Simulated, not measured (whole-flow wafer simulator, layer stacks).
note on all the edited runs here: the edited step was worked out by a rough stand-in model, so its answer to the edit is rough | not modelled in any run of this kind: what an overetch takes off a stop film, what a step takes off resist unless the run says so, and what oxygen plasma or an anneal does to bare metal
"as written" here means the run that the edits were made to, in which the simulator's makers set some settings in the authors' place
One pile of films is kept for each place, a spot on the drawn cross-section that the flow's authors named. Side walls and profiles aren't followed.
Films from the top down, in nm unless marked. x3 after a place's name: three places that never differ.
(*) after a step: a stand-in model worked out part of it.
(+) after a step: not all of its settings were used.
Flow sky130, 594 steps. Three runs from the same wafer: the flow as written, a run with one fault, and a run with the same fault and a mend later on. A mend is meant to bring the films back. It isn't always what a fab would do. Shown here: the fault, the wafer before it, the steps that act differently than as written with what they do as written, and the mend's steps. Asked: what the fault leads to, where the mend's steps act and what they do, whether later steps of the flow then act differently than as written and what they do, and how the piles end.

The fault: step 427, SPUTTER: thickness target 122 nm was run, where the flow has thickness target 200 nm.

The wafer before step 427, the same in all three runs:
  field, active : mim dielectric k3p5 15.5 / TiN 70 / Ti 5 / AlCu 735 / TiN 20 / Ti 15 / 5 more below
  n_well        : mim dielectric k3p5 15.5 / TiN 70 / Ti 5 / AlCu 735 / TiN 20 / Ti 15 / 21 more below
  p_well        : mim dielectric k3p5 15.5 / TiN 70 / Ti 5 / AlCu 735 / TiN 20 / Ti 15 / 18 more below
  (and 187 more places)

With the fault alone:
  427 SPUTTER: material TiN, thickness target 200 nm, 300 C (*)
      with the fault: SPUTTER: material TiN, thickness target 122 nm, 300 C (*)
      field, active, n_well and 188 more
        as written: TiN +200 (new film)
        with the fault: TiN +122 (new film)
  Later steps of the flow that act differently than as written (2 more steps differ only slightly, by at most 2% or 0.5 nm, whichever is larger, and aren't shown):
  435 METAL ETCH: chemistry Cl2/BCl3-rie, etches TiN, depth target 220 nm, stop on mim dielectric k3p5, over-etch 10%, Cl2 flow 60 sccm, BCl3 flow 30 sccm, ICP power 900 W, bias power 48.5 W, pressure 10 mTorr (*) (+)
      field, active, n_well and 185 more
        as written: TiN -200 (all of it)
        with the fault: TiN -122 (all of it)
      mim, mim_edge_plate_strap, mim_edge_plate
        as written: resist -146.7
        with the fault: resist -89.5
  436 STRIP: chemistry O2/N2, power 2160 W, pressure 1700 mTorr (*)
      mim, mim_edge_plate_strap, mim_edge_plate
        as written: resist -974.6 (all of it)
        with the fault: resist -1031.8 (all of it)
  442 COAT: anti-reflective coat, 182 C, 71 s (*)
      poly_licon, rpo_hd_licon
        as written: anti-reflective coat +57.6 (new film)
        with the fault: anti-reflective coat +77.8 (new film)
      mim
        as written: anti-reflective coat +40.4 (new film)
        with the fault: anti-reflective coat +29.7 (new film)
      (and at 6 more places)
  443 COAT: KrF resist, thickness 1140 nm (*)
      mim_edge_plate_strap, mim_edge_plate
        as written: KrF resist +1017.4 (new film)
        with the fault: KrF resist +1095.4 (new film)
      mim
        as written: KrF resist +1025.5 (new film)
        with the fault: KrF resist +1091.1 (new film)
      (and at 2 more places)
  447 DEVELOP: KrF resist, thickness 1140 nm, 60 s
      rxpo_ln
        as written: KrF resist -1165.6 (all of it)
        with the fault: KrF resist -1141.1 (all of it)
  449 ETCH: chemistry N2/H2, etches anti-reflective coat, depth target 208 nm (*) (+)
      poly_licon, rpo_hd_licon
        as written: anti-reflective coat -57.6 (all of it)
        with the fault: anti-reflective coat -77.8 (all of it)
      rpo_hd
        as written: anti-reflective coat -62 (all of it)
        with the fault: anti-reflective coat -74.7 (all of it)
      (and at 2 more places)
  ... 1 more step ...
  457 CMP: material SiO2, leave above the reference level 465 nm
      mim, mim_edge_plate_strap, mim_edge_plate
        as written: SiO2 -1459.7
        with the fault: SiO2 -1381.7
  At the end the piles differ from the flow's by more than 2% or 0.5 nm, whichever is larger, at mim, mim_edge_plate_strap, mim_edge_plate.
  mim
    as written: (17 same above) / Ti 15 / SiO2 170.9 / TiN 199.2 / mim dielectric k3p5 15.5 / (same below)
    with the fault: (17 same above) / Ti 15 / SiO2 248.9 / TiN 121.2 / mim dielectric k3p5 15.5 / (same below)
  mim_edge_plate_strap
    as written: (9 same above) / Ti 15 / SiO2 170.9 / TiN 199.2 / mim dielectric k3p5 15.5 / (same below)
    with the fault: (9 same above) / Ti 15 / SiO2 248.9 / TiN 121.2 / mim dielectric k3p5 15.5 / (same below)
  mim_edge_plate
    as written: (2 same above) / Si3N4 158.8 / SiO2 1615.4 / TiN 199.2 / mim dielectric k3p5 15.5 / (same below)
    with the fault: (2 same above) / Si3N4 158.8 / SiO2 1693.4 / TiN 121.2 / mim dielectric k3p5 15.5 / (same below)

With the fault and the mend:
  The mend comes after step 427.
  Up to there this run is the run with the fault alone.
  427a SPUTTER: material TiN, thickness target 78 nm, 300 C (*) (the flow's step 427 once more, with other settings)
      field, active, n_well and 188 more
        TiN +78
  No later step of the flow acts differently than as written at any place that is followed.
  At the end the piles are the same as the flow's at every place that both follow.
